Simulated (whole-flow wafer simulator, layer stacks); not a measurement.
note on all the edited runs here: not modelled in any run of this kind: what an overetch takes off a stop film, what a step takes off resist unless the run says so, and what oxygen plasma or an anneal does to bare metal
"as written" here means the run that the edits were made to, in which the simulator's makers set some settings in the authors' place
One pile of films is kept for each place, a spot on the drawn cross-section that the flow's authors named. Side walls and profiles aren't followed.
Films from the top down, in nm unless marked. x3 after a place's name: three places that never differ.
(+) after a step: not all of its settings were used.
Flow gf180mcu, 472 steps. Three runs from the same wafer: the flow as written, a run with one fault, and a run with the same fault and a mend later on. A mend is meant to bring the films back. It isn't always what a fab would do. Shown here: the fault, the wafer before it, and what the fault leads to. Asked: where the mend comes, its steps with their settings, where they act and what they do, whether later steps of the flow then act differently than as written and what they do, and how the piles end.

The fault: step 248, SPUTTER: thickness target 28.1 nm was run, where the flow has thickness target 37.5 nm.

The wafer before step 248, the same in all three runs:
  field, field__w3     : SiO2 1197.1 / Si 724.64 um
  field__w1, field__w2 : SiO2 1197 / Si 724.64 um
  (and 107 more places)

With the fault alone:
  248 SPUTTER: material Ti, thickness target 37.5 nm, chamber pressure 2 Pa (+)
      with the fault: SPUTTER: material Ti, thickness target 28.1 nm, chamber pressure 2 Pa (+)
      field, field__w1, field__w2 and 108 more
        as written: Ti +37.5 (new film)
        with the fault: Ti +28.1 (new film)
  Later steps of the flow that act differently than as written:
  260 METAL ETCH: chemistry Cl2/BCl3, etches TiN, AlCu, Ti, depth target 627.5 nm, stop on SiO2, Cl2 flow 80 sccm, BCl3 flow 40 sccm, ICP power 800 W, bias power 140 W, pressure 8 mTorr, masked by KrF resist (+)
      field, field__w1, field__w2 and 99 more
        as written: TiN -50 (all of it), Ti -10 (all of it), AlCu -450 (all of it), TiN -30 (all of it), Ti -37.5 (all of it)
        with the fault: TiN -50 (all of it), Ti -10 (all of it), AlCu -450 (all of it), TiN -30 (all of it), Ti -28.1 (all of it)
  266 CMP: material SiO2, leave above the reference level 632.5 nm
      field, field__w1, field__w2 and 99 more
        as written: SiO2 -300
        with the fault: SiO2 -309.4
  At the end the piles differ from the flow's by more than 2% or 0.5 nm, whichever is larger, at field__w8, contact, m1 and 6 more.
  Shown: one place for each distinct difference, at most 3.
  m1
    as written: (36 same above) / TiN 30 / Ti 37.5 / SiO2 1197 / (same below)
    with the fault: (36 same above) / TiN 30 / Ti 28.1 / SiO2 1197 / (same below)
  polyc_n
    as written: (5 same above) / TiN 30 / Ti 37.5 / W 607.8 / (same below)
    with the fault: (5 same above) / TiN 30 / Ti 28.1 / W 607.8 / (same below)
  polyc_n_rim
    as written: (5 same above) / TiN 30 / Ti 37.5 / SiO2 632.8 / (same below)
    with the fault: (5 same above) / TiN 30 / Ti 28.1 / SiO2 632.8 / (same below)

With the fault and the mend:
  The mend comes after step 248.
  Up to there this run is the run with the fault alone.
  248a SPUTTER: material Ti, thickness target 9.4 nm, chamber pressure 2 Pa (+) (the flow's step 248 once more, with other settings)
      field, field__w1, field__w2 and 108 more
        Ti +9.4
  No later step of the flow acts differently than as written at any place that is followed.
  At the end the piles are the same as the flow's at every place that both follow.
